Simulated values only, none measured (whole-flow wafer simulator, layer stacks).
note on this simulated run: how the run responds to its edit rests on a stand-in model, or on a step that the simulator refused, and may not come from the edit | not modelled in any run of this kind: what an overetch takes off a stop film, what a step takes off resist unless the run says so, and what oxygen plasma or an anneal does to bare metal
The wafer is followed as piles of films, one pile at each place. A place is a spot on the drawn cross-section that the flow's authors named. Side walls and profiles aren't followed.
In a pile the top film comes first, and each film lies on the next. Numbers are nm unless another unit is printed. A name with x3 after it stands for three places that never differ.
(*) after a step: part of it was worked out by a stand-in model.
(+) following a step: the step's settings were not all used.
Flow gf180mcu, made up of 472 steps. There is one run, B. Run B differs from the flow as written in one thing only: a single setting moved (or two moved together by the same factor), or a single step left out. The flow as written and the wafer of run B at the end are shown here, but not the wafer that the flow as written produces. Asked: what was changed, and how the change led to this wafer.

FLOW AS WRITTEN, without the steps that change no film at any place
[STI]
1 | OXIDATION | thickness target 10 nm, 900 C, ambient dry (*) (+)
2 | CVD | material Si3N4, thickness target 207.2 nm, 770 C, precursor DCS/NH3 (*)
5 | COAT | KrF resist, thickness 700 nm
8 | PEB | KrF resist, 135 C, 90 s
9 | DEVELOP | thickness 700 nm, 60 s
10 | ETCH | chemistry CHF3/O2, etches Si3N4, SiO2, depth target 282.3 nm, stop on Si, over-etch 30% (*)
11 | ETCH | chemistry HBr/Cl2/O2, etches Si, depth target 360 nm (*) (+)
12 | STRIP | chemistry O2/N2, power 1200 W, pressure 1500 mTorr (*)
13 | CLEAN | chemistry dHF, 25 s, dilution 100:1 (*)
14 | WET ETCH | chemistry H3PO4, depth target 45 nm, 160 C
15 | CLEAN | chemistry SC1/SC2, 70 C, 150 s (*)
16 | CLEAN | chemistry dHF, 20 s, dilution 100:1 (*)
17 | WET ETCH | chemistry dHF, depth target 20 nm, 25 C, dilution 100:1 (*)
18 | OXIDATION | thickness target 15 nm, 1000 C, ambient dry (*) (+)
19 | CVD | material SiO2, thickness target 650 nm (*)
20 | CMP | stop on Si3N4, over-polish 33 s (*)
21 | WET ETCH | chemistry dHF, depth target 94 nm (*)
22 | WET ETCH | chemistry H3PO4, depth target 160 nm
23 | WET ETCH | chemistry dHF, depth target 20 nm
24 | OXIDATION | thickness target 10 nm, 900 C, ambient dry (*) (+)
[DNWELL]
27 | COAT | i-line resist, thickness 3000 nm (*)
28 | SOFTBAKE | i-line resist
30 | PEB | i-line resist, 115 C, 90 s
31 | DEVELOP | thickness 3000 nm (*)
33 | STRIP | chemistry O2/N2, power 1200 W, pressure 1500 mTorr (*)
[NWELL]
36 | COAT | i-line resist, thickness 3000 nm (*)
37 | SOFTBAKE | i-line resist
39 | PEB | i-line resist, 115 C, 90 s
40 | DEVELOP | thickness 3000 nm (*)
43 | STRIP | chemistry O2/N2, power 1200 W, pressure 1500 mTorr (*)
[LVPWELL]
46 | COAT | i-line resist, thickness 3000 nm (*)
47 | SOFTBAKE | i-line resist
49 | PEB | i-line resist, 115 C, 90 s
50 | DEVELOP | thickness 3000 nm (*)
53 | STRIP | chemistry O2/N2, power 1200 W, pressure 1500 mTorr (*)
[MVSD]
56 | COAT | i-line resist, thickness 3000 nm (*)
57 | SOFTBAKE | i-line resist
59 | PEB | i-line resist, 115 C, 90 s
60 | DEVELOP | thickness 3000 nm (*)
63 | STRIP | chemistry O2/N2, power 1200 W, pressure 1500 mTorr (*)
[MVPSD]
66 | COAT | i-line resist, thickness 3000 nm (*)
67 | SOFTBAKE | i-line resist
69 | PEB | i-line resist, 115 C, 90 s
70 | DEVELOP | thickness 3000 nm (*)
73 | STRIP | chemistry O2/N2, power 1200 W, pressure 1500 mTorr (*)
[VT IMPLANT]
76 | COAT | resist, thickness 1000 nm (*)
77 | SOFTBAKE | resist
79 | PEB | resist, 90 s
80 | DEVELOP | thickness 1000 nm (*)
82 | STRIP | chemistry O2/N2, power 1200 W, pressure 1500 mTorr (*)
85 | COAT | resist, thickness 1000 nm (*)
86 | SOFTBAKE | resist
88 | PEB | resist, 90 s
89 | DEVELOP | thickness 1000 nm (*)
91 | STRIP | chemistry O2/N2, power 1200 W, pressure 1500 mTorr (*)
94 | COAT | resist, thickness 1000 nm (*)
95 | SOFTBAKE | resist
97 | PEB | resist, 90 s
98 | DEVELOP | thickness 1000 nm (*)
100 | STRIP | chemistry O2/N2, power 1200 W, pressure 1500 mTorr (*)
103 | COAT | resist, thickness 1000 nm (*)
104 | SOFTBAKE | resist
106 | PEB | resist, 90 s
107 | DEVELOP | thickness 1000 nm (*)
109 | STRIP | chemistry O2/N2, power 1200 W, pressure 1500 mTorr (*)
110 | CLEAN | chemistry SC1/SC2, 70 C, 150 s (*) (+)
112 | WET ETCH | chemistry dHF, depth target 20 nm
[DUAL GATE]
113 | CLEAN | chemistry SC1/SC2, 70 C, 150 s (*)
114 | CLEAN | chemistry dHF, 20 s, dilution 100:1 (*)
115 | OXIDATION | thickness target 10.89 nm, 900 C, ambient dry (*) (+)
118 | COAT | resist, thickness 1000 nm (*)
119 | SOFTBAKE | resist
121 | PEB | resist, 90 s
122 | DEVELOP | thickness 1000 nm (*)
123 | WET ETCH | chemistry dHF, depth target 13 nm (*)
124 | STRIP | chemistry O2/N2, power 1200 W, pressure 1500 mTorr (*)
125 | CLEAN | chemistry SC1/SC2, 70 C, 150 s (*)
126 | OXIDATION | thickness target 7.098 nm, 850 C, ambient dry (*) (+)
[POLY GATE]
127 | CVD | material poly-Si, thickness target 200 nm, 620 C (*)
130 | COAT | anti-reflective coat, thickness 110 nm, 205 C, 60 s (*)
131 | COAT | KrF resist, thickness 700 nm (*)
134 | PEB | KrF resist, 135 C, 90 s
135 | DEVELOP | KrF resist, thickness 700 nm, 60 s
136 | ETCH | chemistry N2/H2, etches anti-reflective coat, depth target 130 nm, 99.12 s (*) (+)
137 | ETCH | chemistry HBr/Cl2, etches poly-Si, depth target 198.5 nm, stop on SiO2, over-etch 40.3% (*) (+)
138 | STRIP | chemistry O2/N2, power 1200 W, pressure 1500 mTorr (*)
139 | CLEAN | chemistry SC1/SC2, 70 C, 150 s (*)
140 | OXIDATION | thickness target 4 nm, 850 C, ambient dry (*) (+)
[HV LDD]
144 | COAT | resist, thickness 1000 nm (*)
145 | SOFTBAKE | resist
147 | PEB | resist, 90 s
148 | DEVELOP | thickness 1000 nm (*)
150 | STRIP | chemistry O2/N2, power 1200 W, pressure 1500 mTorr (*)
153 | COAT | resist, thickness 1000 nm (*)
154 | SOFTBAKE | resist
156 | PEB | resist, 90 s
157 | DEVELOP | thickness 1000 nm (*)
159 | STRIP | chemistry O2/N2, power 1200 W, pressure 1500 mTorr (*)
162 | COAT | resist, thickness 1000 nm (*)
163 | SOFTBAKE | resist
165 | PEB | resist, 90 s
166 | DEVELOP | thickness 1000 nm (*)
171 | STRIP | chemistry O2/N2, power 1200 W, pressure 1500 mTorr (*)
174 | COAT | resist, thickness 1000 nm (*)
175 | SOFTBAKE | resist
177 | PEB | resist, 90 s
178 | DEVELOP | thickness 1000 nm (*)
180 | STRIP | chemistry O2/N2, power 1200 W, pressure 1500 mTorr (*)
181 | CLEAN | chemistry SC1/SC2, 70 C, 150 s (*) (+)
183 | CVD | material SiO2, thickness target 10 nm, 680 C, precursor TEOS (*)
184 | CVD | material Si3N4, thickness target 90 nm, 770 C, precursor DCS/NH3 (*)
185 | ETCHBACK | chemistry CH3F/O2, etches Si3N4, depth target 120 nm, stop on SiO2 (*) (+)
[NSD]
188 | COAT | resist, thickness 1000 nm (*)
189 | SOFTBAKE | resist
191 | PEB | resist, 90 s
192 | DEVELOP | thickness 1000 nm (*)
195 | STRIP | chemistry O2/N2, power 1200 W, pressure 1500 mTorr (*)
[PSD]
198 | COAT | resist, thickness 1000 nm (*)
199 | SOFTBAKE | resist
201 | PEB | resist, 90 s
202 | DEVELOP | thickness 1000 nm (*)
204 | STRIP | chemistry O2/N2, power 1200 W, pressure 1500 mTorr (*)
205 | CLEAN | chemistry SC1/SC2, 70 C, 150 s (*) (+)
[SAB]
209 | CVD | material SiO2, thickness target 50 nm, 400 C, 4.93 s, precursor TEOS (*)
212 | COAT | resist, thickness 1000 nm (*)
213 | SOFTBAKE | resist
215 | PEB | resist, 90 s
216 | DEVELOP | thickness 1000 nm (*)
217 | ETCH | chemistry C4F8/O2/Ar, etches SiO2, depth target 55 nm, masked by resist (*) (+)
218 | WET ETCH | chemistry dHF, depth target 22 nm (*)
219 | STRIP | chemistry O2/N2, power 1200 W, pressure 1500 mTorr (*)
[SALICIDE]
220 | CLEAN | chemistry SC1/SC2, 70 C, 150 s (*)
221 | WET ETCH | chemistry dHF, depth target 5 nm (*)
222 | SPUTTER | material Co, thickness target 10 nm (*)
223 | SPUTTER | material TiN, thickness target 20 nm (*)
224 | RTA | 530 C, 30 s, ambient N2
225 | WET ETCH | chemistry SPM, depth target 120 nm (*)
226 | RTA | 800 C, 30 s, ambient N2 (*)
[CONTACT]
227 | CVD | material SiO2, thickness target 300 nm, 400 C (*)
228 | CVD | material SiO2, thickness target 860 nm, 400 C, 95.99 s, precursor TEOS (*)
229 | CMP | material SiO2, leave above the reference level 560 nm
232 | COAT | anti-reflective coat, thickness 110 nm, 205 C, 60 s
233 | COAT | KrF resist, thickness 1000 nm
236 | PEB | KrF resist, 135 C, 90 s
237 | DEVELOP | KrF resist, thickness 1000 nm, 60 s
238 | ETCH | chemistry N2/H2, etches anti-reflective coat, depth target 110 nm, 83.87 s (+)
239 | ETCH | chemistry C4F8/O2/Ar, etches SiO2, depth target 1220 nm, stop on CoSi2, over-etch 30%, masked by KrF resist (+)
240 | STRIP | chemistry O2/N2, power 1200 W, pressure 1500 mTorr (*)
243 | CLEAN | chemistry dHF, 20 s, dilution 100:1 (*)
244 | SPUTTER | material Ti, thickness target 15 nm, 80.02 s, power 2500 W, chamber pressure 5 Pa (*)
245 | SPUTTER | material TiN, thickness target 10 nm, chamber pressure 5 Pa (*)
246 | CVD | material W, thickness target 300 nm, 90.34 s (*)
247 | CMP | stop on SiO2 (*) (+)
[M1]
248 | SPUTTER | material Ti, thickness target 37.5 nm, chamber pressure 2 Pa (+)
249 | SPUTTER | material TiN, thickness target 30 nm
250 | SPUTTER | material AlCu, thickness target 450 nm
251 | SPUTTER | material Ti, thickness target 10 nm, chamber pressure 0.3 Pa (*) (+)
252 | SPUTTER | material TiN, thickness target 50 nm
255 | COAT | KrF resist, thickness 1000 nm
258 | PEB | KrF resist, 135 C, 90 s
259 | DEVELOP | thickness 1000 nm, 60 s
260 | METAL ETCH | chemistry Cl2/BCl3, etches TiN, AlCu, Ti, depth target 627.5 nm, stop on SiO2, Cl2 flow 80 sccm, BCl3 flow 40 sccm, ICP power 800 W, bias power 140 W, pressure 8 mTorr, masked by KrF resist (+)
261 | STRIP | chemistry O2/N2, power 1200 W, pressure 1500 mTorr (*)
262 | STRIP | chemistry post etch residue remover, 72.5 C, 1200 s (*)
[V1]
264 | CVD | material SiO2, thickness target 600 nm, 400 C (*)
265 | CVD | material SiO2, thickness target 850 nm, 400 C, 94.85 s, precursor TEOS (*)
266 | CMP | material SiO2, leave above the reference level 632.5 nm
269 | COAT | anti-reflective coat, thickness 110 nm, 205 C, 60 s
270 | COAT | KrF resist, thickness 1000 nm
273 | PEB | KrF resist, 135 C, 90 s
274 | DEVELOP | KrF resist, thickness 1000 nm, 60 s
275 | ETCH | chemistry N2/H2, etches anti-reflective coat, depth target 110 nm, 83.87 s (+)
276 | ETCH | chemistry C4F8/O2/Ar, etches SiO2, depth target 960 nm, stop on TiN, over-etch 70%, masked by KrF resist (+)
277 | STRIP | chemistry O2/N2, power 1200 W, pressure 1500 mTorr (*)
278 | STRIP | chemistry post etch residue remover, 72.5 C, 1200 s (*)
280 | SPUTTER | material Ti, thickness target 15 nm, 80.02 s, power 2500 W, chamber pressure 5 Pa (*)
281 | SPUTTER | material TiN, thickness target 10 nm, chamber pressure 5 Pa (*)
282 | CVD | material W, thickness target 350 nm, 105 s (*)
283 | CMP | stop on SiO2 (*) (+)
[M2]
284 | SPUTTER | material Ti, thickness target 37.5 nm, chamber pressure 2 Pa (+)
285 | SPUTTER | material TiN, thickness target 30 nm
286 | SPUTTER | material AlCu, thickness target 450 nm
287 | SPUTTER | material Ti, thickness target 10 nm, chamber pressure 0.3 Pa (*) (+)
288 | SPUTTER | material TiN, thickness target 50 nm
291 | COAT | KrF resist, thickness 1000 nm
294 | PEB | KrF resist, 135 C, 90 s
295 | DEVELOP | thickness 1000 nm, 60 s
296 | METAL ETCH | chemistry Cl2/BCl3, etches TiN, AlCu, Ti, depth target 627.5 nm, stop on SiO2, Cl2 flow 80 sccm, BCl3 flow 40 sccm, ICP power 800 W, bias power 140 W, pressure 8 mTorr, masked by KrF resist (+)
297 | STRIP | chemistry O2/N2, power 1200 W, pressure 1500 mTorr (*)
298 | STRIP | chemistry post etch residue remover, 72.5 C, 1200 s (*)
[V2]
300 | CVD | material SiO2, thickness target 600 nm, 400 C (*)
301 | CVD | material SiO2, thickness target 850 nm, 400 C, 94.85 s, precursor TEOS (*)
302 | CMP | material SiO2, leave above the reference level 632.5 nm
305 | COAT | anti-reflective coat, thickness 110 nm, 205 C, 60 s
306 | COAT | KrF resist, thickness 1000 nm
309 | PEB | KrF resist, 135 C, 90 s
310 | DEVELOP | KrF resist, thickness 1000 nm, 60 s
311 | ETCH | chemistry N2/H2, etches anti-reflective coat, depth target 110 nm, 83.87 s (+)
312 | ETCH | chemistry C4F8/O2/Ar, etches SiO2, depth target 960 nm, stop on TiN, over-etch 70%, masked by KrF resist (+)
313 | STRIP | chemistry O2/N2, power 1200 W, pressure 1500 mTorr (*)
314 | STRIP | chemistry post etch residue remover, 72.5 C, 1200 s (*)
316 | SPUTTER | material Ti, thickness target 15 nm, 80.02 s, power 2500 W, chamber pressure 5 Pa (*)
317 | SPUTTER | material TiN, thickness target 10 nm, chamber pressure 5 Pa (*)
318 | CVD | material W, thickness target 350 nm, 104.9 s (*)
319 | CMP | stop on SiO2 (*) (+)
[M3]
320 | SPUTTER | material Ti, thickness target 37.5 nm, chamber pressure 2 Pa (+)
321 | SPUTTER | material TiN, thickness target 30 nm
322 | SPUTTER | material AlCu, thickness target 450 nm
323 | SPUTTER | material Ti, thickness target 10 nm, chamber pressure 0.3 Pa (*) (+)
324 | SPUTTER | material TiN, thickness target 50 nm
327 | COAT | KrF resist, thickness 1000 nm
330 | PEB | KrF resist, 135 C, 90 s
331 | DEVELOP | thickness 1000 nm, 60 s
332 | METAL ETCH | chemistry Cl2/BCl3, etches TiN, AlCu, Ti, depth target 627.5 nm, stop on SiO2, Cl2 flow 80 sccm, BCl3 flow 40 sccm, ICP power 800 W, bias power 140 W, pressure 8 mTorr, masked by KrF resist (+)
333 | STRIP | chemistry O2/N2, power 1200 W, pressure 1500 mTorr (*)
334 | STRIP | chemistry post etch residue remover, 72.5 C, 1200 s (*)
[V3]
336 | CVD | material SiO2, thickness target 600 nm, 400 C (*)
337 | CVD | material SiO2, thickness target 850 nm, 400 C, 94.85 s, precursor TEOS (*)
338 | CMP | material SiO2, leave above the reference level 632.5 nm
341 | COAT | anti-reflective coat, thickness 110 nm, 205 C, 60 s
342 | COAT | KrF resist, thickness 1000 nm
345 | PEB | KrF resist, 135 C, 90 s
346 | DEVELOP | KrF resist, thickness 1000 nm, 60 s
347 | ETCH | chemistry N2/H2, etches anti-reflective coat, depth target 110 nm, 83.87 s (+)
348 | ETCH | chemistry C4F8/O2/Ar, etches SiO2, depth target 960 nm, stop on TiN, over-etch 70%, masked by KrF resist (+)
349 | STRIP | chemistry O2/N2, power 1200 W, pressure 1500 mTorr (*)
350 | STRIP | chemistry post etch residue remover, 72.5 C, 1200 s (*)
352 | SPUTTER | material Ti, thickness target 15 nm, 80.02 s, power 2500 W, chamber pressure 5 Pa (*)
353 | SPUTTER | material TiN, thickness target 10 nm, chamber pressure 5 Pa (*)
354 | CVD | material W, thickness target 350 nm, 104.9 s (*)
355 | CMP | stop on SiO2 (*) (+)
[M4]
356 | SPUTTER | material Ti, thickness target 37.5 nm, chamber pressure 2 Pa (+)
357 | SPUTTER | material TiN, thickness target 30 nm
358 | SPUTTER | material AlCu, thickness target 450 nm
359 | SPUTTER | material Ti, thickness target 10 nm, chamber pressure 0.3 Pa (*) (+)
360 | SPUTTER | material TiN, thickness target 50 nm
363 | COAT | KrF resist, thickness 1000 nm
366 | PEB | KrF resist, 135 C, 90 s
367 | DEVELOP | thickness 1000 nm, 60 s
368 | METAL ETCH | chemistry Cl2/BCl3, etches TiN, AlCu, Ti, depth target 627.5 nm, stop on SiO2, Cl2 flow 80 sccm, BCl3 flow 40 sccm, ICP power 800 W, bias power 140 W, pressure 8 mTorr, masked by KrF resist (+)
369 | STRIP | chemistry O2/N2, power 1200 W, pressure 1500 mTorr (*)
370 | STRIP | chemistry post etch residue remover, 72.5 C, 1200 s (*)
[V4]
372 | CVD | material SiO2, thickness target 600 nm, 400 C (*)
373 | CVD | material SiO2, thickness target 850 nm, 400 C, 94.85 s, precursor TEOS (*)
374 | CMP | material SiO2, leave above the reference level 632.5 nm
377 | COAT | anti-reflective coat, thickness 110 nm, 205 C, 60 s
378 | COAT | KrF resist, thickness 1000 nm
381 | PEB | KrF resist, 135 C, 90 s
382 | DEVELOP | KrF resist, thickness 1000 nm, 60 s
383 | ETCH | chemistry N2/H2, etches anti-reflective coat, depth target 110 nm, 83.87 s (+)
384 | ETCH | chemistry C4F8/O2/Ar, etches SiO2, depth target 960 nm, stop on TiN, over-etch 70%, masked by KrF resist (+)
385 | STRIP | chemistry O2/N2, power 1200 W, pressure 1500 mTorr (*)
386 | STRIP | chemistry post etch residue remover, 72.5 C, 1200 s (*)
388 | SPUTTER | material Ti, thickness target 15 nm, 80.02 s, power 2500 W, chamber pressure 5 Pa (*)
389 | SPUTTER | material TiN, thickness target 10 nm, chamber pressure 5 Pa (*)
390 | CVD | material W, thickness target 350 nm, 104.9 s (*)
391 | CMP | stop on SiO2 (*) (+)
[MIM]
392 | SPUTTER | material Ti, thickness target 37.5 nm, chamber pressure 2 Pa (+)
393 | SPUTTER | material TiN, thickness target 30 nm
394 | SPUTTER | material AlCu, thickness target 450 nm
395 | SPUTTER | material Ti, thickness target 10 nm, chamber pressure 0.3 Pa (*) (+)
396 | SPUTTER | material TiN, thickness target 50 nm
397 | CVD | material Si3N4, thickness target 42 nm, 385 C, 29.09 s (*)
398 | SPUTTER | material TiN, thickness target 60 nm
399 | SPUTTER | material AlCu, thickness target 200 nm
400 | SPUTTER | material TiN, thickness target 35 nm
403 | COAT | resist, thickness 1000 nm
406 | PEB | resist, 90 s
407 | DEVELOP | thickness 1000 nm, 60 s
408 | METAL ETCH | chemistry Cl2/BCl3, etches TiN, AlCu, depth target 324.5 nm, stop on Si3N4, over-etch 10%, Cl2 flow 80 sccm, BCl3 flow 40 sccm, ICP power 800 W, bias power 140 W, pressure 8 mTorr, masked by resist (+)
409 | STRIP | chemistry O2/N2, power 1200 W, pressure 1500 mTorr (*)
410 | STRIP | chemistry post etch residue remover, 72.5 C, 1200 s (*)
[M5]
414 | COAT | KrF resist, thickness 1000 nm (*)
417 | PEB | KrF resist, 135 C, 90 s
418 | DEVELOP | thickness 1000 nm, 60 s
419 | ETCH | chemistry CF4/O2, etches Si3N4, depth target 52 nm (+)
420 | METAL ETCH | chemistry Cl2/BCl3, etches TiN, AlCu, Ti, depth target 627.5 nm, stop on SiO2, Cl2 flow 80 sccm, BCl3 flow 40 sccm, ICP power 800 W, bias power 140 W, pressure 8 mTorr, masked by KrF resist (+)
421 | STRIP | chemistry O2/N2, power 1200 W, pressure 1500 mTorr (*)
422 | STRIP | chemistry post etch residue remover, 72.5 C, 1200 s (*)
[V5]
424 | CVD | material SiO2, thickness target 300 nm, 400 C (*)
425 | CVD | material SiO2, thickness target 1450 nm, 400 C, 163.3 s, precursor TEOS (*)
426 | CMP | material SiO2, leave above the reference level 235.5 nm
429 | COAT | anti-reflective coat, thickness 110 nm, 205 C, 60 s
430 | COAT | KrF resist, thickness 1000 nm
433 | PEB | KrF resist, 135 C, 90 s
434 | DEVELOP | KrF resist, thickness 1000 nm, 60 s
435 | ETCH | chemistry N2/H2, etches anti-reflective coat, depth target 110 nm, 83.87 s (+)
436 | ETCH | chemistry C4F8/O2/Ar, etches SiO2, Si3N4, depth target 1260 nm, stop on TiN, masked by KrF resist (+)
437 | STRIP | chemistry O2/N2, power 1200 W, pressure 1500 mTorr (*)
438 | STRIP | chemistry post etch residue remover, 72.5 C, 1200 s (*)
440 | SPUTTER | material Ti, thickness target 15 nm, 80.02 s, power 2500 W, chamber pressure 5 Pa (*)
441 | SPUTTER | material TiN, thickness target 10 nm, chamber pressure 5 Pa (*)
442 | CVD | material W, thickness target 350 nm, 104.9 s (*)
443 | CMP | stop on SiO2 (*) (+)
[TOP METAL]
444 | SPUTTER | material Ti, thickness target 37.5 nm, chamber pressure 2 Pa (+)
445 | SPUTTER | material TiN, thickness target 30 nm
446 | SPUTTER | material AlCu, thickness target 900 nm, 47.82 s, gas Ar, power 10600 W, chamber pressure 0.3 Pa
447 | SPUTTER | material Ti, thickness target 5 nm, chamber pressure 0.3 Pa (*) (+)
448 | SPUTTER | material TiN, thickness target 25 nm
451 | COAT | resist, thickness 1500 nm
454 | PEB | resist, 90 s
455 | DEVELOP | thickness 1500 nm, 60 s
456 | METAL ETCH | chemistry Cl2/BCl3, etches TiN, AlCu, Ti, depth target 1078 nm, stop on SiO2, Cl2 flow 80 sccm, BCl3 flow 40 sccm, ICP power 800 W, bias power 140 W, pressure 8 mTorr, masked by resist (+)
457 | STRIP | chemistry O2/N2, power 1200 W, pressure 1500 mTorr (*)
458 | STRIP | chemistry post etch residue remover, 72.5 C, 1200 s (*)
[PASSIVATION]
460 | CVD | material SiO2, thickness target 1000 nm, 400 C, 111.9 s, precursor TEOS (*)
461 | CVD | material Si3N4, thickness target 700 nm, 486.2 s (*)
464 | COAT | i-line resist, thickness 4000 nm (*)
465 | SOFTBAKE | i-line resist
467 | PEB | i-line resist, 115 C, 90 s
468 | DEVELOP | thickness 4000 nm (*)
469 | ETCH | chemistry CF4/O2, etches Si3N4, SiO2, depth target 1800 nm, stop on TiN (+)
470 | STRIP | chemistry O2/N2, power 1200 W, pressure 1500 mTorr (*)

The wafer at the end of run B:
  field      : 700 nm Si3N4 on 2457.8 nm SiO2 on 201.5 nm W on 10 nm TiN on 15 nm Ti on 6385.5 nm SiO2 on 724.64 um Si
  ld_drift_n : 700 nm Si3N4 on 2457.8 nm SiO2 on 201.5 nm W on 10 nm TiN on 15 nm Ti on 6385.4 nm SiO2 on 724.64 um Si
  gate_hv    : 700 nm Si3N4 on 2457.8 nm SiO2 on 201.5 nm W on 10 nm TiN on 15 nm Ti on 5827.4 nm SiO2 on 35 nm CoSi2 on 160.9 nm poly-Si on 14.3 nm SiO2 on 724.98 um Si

Cause: step 338, CMP: material SiO2, leave above the reference level 632.5 nm, was skipped.

The path from the change to this, step by step:
  341 | COAT | anti-reflective coat, thickness 110 nm, 205 C, 60 s
      field__w3, p_well, sti, spacer, sd_n, mim_1p0, pad, dice_street: anti-reflective coat gains 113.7 (new film) (as written it would have been: anti-reflective coat gains 110 (new film))
      field__w6, ld_sd_n: anti-reflective coat gains 116.8 (new film) (as written it would have been: anti-reflective coat gains 110 (new film))
      (also at 36 further places)
  342 | COAT | KrF resist, thickness 1000 nm
      field: KrF resist gains 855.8 (new film) (as written it would have been: KrF resist gains 1000 (new film))
      field__w5: KrF resist gains 1035.8 (new film) (as written it would have been: KrF resist gains 1000 (new film))
      (also at 26 further places)
  345 | PEB | KrF resist, 135 C, 90 s
      polyc_n, polyc_n_rim: KrF resist loses 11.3 (as written it would have been: KrF resist loses 6.68)
      field: KrF resist loses 5.01 (as written it would have been: KrF resist loses 6.68)
      (also at 16 further places)
  346 | DEVELOP | KrF resist, thickness 1000 nm, 60 s
      contact: KrF resist loses 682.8 (all of it) (as written it would have been: KrF resist loses 993.3 (all of it))
  347 | ETCH | chemistry N2/H2, etches anti-reflective coat, depth target 110 nm, 83.87 s (+)
      contact: anti-reflective coat loses 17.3 (all of it), SiO2 loses 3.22 (as written it would have been: anti-reflective coat loses 110 (all of it), SiO2 loses 0.85)
  348 | ETCH | chemistry C4F8/O2/Ar, etches SiO2, depth target 960 nm, stop on TiN, over-etch 70%, masked by KrF resist (+)
      contact: SiO2 loses 960 (as written it would have been: SiO2 loses 572.1 (all of it))
  349 | STRIP | chemistry O2/N2, power 1200 W, pressure 1500 mTorr (*)
      p_well, sti, spacer, sd_n, mim_1p0, pad, dice_street: KrF resist loses 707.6 (all of it), anti-reflective coat loses 113.7 (all of it) (as written it would have been: KrF resist loses 706.9 (all of it), anti-reflective coat loses 110 (all of it))
      field: KrF resist loses 564.4 (all of it), anti-reflective coat loses 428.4 (all of it) (as written it would have been: KrF resist loses 706.9 (all of it), anti-reflective coat loses 110 (all of it))
      (also at 40 further places)
  352 | SPUTTER | material Ti, thickness target 15 nm, 80.02 s, power 2500 W, chamber pressure 5 Pa (*)
      contact: Ti gains 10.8 (new film) (as written it would have been: Ti gains 9.65 (new film))
  353 | SPUTTER | material TiN, thickness target 10 nm, chamber pressure 5 Pa (*)
      contact: TiN gains 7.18 (new film) (as written it would have been: TiN gains 6.4 (new film))
  354 | CVD | material W, thickness target 350 nm, 104.9 s (*)
      contact: W gains 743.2 (new film) (as written it would have been: W gains 932.3 (new film))
  355 | CMP | stop on SiO2 (*) (+)
      field__w8, m1, m1__w1, m1_nw: W loses 350 (all of it), TiN loses 10 (all of it), Ti loses 15 (all of it), SiO2 loses 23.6 (as written it would have been: W loses 350 (all of it), TiN loses 10 (all of it), Ti loses 15 (all of it), SiO2 loses 3.78)
  359 | SPUTTER | material Ti, thickness target 10 nm, chamber pressure 0.3 Pa (*) (+)
      field__w5: Ti gains 9.2 (new film) (as written it would have been: Ti gains 10 (new film))
  363 | COAT | KrF resist, thickness 1000 nm
      field: KrF resist gains 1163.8 (new film) (as written it would have been: KrF resist gains 1000 (new film))
      field__w8: KrF resist gains 604.2 (new film) (as written it would have been: KrF resist gains 1000 (new film))
      (also at 11 further places)
  366 | PEB | KrF resist, 135 C, 90 s
      field: KrF resist loses 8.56 (as written it would have been: KrF resist loses 6.68)
      field__w8: KrF resist loses 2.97 (as written it would have been: KrF resist loses 6.68)
      (also at 9 further places)
  367 | DEVELOP | thickness 1000 nm, 60 s
      field: KrF resist loses 1155.2 (all of it) (as written it would have been: KrF resist loses 993.3 (all of it))
      n_well: KrF resist loses 1117.7 (all of it) (as written it would have been: KrF resist loses 993.3 (all of it))
      (also at 6 further places)
  368 | METAL ETCH | chemistry Cl2/BCl3, etches TiN, AlCu, Ti, depth target 627.5 nm, stop on SiO2, Cl2 flow 80 sccm, BCl3 flow 40 sccm, ICP power 800 W, bias power 140 W, pressure 8 mTorr, masked by KrF resist (+)
      field__w5: TiN loses 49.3 (all of it), Ti loses 9.2 (all of it), AlCu loses 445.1 (all of it), TiN loses 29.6 (all of it), Ti loses 37.5 (all of it) (as written it would have been: TiN loses 50 (all of it), Ti loses 10 (all of it), AlCu loses 450 (all of it), TiN loses 30 (all of it), Ti loses 37.5 (all of it))
  ... another 15 steps ...
  426 | CMP | material SiO2, leave above the reference level 235.5 nm
      field, field__w1, field__w5 and 92 more: SiO2 loses 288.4 (as written it would have been: SiO2 loses 300.8)
      field__w2, field__w3, field__w12 and 6 more: SiO2 loses 259.7 (as written it would have been: SiO2 loses 272.7)
If metal films that touch count as one body, field has 1 body; the flow as written gives 0 bodies.
If metal films that touch count as one body, ld_drift_n has 1 body; the flow as written gives 0 bodies.
If metal films that touch count as one body, gate_hv has 2 bodies (between them, from the top down: SiO2 5827.4); the flow as written gives 1 body.
